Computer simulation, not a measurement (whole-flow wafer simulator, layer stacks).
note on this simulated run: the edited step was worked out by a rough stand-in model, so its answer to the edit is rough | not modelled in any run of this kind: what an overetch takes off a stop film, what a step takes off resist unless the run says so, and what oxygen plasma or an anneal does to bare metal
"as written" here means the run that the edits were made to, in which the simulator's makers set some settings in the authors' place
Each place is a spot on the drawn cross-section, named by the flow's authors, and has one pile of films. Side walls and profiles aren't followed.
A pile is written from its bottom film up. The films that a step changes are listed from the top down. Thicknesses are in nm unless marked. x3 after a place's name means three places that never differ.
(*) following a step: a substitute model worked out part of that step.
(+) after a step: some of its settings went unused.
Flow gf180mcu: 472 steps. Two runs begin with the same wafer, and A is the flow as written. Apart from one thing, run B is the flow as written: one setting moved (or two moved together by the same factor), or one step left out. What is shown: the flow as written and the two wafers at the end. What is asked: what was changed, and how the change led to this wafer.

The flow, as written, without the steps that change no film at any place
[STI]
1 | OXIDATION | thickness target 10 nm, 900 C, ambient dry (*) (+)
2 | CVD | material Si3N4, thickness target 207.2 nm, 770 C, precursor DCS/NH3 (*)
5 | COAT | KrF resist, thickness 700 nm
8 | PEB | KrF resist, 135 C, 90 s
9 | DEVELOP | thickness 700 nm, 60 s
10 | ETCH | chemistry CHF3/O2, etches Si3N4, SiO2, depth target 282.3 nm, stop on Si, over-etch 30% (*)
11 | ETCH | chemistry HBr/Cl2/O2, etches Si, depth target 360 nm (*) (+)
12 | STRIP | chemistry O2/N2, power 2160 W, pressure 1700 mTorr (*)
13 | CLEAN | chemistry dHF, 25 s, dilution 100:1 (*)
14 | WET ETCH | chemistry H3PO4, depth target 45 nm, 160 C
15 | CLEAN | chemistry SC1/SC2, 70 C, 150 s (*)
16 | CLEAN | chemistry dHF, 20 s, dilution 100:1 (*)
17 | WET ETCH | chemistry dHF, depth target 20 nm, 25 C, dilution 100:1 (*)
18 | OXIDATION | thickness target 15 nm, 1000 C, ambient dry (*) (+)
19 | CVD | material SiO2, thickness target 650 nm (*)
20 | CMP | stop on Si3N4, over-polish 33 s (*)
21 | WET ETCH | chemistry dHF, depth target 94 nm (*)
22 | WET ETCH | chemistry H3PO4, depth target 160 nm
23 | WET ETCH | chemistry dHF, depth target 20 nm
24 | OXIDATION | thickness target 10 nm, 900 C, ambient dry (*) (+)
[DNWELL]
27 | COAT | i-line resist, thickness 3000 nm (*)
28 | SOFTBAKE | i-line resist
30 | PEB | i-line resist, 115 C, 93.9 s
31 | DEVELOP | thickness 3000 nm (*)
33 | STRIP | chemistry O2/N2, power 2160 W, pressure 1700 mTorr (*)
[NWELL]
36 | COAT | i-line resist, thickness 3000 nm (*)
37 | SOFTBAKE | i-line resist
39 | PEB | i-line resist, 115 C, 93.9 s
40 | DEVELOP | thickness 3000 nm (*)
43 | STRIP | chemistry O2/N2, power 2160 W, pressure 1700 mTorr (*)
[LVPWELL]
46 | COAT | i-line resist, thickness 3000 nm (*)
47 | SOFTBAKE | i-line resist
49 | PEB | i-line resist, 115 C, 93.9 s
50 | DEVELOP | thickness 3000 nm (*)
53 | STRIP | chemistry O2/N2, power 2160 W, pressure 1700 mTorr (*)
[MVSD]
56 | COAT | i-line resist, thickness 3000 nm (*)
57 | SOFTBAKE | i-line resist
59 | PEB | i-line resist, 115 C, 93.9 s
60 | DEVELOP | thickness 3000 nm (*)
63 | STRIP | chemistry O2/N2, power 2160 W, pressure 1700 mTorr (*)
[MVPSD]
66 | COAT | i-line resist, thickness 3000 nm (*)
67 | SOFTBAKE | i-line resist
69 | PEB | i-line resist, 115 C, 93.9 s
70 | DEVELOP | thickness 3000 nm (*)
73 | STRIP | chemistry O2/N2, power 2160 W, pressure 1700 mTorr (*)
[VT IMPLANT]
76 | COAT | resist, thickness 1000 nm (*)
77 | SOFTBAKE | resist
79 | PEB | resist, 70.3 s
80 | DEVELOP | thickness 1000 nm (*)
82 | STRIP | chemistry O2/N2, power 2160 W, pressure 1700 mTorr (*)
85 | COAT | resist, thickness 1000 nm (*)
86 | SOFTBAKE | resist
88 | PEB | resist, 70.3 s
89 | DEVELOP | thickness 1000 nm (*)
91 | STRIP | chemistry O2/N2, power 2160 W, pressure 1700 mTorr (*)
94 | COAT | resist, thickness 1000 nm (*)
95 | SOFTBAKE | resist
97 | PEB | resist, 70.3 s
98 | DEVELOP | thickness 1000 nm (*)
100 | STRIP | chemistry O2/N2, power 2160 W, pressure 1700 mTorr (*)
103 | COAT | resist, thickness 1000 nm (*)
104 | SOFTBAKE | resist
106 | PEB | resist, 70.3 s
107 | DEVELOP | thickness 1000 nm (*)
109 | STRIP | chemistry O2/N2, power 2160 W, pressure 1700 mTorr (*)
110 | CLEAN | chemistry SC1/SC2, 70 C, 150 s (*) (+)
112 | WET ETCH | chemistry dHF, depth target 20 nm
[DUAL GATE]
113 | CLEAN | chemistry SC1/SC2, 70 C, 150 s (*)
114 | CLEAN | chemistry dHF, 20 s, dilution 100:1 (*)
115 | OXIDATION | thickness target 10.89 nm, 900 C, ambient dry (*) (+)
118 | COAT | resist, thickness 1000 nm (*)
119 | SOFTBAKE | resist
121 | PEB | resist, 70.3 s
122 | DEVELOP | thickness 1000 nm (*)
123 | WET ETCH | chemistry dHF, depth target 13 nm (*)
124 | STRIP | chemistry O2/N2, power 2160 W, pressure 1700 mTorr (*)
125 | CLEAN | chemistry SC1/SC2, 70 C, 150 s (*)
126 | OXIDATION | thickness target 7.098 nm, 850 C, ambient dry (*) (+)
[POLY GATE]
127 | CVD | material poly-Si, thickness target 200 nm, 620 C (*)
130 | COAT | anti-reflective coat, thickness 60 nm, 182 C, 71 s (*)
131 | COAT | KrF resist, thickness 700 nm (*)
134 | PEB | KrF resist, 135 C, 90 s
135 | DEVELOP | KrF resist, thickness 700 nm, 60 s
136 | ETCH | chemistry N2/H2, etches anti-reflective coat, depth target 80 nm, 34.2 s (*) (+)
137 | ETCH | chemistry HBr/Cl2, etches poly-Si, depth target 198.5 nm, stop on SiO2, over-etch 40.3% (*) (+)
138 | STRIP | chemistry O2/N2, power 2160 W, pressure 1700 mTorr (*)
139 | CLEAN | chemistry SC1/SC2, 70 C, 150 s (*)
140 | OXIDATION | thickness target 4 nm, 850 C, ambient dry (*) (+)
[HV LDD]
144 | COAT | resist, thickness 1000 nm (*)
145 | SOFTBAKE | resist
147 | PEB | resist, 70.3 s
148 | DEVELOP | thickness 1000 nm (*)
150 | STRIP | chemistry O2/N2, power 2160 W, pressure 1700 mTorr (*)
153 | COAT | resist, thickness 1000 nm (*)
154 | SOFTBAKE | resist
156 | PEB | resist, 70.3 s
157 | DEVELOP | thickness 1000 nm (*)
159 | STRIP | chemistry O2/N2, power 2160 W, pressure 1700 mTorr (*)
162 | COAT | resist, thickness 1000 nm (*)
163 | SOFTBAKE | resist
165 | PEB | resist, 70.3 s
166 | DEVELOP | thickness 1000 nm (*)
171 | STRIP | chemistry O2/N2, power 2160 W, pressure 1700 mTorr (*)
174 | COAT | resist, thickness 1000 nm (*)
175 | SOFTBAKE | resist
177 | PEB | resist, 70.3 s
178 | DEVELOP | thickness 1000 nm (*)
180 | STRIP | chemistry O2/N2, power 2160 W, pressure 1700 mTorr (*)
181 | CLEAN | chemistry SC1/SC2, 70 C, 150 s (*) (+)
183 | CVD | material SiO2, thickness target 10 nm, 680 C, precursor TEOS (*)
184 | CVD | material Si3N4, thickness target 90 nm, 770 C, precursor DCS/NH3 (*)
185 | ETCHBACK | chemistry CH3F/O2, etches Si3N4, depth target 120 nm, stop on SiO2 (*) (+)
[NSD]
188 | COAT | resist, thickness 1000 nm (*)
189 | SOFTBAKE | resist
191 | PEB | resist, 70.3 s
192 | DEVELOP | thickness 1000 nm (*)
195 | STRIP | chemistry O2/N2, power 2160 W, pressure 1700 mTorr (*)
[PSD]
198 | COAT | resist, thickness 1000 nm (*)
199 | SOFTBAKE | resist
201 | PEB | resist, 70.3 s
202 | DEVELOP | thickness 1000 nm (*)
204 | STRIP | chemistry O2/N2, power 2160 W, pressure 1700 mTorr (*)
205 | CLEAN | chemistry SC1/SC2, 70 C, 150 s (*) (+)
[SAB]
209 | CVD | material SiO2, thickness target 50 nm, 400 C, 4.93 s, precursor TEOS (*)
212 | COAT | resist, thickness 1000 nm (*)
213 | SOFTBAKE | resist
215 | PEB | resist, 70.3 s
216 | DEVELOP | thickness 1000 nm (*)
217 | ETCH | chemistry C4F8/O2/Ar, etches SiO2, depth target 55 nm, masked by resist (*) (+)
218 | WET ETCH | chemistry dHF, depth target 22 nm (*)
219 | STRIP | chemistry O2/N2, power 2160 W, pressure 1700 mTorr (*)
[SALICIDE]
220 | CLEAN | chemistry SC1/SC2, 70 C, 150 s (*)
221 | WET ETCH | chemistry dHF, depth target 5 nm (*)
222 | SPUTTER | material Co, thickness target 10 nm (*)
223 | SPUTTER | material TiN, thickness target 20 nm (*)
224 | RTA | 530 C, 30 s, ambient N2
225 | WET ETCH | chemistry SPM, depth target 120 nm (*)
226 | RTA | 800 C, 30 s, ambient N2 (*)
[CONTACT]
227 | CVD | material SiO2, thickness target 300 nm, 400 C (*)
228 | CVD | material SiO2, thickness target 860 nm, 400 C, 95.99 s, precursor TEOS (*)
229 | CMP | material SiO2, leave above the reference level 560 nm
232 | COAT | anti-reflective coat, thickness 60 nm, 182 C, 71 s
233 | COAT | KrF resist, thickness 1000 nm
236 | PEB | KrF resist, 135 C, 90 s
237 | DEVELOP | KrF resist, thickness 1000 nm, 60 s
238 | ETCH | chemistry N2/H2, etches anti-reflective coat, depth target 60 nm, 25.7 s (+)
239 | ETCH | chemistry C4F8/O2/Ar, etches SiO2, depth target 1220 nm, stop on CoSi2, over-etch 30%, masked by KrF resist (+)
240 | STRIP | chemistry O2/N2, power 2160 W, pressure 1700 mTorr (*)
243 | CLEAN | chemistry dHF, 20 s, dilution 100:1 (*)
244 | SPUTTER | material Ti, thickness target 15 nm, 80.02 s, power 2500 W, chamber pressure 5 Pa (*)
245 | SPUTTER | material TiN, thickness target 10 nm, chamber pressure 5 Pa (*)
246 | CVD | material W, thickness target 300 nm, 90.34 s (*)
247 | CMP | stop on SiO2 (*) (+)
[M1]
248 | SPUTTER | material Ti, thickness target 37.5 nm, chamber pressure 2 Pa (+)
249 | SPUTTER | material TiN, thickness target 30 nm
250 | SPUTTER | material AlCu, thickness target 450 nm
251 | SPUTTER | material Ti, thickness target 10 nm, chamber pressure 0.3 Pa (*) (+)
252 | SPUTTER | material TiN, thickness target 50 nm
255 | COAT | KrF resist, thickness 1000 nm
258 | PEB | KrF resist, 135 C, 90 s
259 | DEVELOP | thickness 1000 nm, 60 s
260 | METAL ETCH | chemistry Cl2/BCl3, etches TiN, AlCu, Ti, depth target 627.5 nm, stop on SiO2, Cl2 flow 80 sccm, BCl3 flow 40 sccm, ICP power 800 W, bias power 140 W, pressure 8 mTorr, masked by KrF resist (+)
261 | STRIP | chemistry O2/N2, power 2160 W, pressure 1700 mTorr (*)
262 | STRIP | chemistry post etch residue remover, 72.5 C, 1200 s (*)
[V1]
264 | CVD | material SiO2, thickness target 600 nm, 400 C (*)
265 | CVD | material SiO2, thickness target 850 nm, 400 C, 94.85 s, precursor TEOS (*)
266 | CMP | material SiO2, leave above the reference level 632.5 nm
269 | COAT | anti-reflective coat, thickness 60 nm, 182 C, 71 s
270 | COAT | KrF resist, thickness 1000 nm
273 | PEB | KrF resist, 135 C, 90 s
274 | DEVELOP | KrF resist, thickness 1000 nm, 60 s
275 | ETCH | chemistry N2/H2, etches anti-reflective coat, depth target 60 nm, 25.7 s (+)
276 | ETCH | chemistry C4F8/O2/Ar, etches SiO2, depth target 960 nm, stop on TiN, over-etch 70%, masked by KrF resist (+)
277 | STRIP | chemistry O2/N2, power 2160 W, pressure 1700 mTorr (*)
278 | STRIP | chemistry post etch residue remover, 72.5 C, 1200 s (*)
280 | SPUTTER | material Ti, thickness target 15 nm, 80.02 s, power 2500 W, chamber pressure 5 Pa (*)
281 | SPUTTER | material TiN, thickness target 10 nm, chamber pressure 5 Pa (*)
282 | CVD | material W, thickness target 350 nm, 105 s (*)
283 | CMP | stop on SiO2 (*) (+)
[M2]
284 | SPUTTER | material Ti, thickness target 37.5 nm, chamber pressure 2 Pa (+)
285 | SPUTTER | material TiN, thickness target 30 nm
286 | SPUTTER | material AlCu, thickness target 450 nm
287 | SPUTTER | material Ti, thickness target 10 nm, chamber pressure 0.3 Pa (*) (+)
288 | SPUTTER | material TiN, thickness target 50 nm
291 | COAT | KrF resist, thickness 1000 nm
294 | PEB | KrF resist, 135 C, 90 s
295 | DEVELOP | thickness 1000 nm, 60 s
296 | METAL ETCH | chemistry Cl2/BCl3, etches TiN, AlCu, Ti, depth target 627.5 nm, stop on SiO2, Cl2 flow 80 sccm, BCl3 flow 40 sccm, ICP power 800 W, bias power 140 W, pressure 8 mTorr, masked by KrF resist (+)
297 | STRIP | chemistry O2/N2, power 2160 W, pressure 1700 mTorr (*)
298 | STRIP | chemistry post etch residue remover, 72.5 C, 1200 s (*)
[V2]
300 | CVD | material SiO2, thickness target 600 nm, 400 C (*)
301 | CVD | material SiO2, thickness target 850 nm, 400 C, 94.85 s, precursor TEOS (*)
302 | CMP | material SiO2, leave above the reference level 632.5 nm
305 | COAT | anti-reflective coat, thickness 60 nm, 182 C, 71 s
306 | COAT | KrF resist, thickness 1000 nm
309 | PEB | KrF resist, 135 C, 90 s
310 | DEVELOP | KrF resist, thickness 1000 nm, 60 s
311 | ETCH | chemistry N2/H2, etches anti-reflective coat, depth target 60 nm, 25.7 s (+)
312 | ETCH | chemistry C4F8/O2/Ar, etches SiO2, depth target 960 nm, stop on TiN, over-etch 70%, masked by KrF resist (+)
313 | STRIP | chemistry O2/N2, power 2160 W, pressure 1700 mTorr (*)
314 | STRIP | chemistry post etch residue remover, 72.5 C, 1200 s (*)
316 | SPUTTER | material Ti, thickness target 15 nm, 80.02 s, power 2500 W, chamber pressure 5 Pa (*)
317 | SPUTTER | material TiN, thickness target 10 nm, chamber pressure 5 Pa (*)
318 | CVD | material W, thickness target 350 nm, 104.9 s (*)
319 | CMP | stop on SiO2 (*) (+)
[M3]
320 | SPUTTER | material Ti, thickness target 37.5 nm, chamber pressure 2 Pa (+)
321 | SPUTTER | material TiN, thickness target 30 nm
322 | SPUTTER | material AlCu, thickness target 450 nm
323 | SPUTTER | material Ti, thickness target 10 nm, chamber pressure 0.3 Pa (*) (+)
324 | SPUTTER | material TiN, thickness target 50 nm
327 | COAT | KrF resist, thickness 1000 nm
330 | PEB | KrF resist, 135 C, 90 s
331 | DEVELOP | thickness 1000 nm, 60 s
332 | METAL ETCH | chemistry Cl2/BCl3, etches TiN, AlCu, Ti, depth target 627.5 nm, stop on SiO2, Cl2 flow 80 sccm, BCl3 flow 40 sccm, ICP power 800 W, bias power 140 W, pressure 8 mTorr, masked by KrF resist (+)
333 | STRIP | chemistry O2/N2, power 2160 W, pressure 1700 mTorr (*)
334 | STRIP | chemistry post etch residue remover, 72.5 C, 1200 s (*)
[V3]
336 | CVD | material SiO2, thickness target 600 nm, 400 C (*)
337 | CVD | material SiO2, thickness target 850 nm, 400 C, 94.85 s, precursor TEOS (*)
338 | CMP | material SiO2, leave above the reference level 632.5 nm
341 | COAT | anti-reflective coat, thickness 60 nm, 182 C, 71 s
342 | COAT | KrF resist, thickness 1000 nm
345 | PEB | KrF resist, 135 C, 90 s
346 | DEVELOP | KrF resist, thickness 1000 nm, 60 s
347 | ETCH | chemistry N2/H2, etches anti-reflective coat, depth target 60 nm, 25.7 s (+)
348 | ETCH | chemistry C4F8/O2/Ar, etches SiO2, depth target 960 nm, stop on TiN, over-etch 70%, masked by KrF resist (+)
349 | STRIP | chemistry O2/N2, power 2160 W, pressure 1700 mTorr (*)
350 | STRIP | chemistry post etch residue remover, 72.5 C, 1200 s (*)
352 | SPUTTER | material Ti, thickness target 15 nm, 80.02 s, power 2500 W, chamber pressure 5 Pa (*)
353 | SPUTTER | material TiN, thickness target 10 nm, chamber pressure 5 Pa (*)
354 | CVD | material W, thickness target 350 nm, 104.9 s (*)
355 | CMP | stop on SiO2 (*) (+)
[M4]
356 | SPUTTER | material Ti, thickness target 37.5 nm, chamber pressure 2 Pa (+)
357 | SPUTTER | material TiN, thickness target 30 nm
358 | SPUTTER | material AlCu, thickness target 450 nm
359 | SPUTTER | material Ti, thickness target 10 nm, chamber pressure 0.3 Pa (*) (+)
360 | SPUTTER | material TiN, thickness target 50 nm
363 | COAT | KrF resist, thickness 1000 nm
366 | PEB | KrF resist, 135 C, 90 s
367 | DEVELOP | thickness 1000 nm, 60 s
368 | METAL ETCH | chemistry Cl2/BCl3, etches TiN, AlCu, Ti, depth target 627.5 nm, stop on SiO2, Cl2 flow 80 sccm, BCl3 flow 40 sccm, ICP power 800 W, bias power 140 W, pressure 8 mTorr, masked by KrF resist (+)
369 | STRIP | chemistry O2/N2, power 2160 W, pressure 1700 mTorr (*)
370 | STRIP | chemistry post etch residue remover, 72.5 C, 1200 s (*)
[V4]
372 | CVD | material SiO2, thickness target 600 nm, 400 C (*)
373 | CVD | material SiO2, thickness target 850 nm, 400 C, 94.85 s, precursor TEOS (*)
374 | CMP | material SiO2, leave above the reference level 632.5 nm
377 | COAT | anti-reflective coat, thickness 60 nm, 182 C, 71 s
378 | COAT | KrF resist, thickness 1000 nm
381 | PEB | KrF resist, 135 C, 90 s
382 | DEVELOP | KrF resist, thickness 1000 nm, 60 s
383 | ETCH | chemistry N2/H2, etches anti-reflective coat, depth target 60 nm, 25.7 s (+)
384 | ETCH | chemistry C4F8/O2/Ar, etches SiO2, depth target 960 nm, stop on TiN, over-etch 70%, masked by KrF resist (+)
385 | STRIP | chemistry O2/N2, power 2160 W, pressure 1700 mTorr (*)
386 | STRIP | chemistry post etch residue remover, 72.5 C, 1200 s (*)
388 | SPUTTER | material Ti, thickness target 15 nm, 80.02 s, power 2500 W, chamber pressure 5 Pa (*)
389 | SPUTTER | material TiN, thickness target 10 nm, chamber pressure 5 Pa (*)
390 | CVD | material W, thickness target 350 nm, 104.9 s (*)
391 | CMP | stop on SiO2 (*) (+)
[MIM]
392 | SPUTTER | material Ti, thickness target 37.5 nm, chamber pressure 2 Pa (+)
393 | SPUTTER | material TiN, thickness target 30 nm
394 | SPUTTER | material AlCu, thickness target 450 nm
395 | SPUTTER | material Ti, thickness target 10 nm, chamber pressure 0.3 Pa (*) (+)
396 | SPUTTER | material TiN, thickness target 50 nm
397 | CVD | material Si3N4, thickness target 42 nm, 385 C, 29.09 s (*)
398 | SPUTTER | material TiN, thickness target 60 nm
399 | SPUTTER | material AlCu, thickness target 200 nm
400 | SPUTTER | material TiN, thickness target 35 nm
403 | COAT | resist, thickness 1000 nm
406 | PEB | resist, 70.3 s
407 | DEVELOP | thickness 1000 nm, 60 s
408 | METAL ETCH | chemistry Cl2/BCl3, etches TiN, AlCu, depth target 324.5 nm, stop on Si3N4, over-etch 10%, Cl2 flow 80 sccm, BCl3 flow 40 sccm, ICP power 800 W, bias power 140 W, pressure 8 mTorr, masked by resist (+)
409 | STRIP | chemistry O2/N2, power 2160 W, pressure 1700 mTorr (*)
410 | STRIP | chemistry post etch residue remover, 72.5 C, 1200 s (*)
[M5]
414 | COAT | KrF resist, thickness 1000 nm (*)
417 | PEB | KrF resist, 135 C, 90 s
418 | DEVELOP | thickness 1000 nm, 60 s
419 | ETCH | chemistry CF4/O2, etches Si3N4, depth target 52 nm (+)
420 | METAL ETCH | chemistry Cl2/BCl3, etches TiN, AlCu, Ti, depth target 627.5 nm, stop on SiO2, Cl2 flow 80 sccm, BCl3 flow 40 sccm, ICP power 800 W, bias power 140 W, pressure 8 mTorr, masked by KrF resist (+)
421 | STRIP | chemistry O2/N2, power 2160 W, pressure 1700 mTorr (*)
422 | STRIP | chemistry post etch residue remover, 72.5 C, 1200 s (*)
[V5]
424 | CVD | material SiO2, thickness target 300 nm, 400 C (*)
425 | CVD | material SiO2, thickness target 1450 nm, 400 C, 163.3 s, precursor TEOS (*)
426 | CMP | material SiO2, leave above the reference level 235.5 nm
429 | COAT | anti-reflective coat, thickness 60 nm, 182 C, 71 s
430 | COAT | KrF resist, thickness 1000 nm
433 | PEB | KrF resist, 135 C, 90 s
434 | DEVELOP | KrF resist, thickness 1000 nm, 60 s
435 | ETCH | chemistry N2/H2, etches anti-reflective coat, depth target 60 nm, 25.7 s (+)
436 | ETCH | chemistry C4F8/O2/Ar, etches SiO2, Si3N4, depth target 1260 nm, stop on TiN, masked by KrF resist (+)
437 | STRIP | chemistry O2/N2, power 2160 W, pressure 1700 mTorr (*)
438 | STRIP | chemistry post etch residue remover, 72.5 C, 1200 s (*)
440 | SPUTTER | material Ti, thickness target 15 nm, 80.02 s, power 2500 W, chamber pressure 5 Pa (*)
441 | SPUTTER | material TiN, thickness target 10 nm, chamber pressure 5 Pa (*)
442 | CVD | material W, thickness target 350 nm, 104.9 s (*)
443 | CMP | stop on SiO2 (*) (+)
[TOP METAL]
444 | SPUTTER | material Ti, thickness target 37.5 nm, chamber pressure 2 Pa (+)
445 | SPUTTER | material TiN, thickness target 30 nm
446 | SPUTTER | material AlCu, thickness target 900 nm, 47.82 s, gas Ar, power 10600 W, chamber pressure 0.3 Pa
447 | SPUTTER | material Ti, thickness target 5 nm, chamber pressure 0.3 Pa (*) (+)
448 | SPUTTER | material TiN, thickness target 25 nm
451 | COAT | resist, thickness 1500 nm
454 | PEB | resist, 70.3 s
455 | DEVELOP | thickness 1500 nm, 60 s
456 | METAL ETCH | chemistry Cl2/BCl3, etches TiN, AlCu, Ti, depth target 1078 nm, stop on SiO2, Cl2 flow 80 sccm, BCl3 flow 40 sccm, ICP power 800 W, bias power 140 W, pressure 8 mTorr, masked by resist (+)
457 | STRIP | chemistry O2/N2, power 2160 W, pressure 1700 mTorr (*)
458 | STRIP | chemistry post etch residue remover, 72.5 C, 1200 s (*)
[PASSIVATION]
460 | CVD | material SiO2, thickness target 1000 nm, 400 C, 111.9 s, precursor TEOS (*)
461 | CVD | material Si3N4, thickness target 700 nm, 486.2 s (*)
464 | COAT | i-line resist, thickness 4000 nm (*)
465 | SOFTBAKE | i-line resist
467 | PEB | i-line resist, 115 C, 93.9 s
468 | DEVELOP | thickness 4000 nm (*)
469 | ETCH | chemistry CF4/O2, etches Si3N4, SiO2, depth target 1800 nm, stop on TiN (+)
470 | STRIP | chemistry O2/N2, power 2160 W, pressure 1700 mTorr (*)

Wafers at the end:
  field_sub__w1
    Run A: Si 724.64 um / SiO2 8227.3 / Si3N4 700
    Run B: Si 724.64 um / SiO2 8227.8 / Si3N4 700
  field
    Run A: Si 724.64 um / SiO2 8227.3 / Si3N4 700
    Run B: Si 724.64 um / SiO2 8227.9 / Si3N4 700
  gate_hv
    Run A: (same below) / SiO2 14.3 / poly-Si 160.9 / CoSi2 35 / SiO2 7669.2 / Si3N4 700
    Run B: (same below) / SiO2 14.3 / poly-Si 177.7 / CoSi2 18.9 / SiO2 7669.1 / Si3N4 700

What caused this: step 222, SPUTTER: thickness target 5.4 nm was run, while the flow as written has thickness target 10 nm.

How this came from the change, step by step:
  222 | SPUTTER | material Co, thickness target 10 nm (*)
      field, field__w7, field__w8 and 71 more: A Co gains 10 (new film) | B Co gains 5.4 (new film)
      field__w6, field_sub, field_sub__w2: A Co gains 9.95 (new film) | B Co gains 5.37 (new film)
      (as well as at 34 more places)
  224 | RTA | 530 C, 30 s, ambient N2
      gate, gate_hv, gate_p and 22 more: A under 1 film: CoSi gains 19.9 (new film), Co loses 10 (all of it), poly-Si loses 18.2 | B under 1 film: CoSi gains 10.7 (new film), Co loses 5.4 (all of it), poly-Si loses 9.83
      active, p_well, sd_n and 11 more: A under 1 film: CoSi gains 19.9 (new film), Co loses 10 (all of it), Si loses 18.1 | B under 1 film: CoSi gains 10.7 (new film), Co loses 5.4 (all of it), Si loses 9.79
      (as well as at 10 more places)
  225 | WET ETCH | chemistry SPM, depth target 120 nm (*)
      field, field__w7, field__w8 and 32 more: A TiN loses 20 (all of it), Co loses 10 (all of it) | B TiN loses 20 (all of it), Co loses 5.4 (all of it)
      field_sub, field_sub__w2: A TiN loses 19.9 (all of it), Co loses 9.95 (all of it) | B TiN loses 19.9 (all of it), Co loses 5.37 (all of it)
      (as well as at 25 more places)
  226 | RTA | 800 C, 30 s, ambient N2 (*)
      gate, gate_hv, gate_p and 22 more: A CoSi2 gains 35 (new film), CoSi loses 19.9 (all of it), poly-Si loses 18.2 | B CoSi2 gains 18.9 (new film), CoSi loses 10.7 (all of it), poly-Si loses 9.83
      active, p_well, sd_n and 11 more: A CoSi2 gains 35 (new film), CoSi loses 19.9 (all of it), Si loses 18.1 | B CoSi2 gains 18.9 (new film), CoSi loses 10.7 (all of it), Si loses 9.79
      (as well as at 10 more places)
